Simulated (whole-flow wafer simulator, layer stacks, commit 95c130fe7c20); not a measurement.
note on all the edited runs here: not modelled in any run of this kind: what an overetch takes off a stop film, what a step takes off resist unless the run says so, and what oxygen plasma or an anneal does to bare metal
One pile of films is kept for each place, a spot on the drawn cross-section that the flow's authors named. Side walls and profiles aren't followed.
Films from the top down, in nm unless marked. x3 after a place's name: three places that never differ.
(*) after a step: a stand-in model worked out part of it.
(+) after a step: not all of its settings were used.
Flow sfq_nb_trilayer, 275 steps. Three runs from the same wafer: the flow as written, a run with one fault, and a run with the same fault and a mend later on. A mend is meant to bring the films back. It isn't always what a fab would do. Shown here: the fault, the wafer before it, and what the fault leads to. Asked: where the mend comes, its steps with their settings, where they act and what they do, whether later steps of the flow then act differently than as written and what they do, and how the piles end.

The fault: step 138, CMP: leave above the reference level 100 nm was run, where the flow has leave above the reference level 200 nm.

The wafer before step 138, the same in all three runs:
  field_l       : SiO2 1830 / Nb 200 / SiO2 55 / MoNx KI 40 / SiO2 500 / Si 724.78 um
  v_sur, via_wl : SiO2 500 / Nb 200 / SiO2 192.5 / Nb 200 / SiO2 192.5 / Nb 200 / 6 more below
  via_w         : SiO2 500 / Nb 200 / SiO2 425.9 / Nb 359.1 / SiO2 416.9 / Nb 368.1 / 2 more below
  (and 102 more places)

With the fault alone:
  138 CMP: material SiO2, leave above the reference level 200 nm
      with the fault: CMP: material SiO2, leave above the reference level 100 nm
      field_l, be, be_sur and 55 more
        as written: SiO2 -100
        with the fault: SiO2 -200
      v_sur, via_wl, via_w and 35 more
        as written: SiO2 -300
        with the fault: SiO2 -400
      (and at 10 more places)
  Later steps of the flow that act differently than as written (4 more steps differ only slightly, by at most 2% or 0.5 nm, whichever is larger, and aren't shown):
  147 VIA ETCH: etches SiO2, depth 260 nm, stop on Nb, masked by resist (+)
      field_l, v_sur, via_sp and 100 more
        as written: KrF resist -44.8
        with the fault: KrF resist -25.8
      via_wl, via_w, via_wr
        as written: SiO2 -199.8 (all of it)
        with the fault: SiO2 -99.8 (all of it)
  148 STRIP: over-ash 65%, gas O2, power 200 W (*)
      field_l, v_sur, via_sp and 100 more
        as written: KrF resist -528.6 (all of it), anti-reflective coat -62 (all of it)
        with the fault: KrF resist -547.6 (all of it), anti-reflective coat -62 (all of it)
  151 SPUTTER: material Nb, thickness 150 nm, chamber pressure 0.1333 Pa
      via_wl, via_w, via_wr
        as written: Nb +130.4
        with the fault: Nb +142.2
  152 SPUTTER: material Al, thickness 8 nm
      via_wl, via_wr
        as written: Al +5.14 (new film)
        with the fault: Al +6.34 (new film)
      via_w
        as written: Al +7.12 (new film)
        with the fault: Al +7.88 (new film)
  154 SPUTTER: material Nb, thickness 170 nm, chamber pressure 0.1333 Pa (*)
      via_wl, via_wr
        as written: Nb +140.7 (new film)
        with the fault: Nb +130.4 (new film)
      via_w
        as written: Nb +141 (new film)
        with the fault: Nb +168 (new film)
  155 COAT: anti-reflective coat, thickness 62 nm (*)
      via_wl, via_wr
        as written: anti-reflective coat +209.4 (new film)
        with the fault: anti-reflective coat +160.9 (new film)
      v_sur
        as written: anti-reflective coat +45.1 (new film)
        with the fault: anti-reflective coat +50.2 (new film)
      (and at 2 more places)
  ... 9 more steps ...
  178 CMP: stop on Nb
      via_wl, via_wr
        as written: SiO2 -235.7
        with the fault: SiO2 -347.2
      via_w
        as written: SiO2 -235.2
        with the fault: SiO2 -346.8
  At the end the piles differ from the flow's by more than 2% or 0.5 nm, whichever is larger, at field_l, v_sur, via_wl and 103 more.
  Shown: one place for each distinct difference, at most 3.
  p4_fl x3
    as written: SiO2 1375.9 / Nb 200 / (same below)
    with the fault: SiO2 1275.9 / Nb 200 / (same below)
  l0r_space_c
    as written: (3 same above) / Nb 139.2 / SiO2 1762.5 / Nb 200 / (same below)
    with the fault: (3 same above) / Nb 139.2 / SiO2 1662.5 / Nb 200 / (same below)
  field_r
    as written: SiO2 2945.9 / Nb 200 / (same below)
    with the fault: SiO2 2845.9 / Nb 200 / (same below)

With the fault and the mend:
  The mend comes after step 139.
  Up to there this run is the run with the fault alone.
  139a PECVD: material SiO2, thickness 100 nm, 150 C, 22.22 s, RF power 183.3 W, pressure 2.4 Torr, precursor SiH4/N2O (the flow's step 137 once more, with other settings)
      field_l, v_sur, via_wl and 103 more
        SiO2 +100
  No later step of the flow acts differently than as written, at any place that is followed, by more than 2% or 0.5 nm, whichever is larger.
  At the end the piles are the same as the flow's at every place that both follow.
